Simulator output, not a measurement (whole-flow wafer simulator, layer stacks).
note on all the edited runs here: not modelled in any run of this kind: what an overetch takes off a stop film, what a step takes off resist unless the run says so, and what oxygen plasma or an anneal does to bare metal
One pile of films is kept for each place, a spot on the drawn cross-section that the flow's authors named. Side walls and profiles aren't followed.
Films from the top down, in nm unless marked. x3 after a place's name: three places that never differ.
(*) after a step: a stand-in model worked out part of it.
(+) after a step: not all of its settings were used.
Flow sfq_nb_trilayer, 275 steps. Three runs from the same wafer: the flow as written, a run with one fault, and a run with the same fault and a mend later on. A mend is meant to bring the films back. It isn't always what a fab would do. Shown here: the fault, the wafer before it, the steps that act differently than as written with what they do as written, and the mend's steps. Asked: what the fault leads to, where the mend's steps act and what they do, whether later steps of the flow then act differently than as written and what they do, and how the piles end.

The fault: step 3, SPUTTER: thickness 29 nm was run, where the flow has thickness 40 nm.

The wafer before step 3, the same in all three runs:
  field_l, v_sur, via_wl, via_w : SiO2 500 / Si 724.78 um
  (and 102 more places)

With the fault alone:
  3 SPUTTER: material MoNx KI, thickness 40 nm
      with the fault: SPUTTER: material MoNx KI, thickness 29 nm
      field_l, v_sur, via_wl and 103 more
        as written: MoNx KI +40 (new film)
        with the fault: MoNx KI +29 (new film)
  Later steps of the flow that act differently than as written (9 more steps differ only slightly, by at most 2% or 0.5 nm, whichever is larger, and aren't shown):
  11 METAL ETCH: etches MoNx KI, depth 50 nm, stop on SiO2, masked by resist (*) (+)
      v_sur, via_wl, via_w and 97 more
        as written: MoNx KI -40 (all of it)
        with the fault: MoNx KI -29 (all of it)
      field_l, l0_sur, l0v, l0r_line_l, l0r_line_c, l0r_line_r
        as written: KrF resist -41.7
        with the fault: KrF resist -36.2
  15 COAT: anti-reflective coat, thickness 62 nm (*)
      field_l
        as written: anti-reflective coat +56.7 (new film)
        with the fault: anti-reflective coat +58 (new film)
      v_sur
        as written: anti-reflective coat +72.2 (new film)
        with the fault: anti-reflective coat +69.5 (new film)
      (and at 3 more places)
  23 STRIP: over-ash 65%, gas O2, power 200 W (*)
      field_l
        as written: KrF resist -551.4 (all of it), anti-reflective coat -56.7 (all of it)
        with the fault: KrF resist -553.8 (all of it), anti-reflective coat -58 (all of it)
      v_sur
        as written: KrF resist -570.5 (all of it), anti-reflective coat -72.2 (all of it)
        with the fault: KrF resist -567.3 (all of it), anti-reflective coat -69.5 (all of it)
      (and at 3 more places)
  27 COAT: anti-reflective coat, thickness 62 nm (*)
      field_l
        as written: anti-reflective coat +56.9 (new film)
        with the fault: anti-reflective coat +58.1 (new film)
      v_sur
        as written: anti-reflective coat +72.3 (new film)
        with the fault: anti-reflective coat +69.6 (new film)
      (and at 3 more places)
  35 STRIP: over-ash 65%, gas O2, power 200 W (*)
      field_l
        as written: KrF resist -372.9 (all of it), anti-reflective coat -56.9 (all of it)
        with the fault: KrF resist -375.5 (all of it), anti-reflective coat -58.1 (all of it)
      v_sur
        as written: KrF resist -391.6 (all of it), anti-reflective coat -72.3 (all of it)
        with the fault: KrF resist -388.9 (all of it), anti-reflective coat -69.6 (all of it)
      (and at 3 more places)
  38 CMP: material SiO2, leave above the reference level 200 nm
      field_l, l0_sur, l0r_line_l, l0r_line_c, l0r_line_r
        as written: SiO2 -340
        with the fault: SiO2 -329
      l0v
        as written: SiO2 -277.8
        with the fault: SiO2 -266.8
  At the end the piles differ from the flow's by more than 2% or 0.5 nm, whichever is larger, at field_l, l0_sur, l0v, l0r_line_l, l0r_line_c, l0r_line_r.
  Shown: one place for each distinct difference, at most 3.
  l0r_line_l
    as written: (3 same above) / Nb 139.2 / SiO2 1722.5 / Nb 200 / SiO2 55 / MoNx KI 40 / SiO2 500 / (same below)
    with the fault: (3 same above) / Nb 139.2 / SiO2 1733.5 / Nb 200 / SiO2 55 / MoNx KI 29 / SiO2 500 / (same below)
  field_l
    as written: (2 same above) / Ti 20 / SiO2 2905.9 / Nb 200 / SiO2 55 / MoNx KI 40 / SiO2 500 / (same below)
    with the fault: (2 same above) / Ti 20 / SiO2 2916.9 / Nb 200 / SiO2 55 / MoNx KI 29 / SiO2 500 / (same below)
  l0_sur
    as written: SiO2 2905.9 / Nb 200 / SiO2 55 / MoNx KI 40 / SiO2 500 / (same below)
    with the fault: SiO2 2916.9 / Nb 200 / SiO2 55 / MoNx KI 29 / SiO2 500 / (same below)

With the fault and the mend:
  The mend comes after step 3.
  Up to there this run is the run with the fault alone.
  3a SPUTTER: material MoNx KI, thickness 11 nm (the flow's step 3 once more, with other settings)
      field_l, v_sur, via_wl and 103 more
        MoNx KI +11
  No later step of the flow acts differently than as written at any place that is followed.
  At the end the piles are the same as the flow's at every place that both follow.
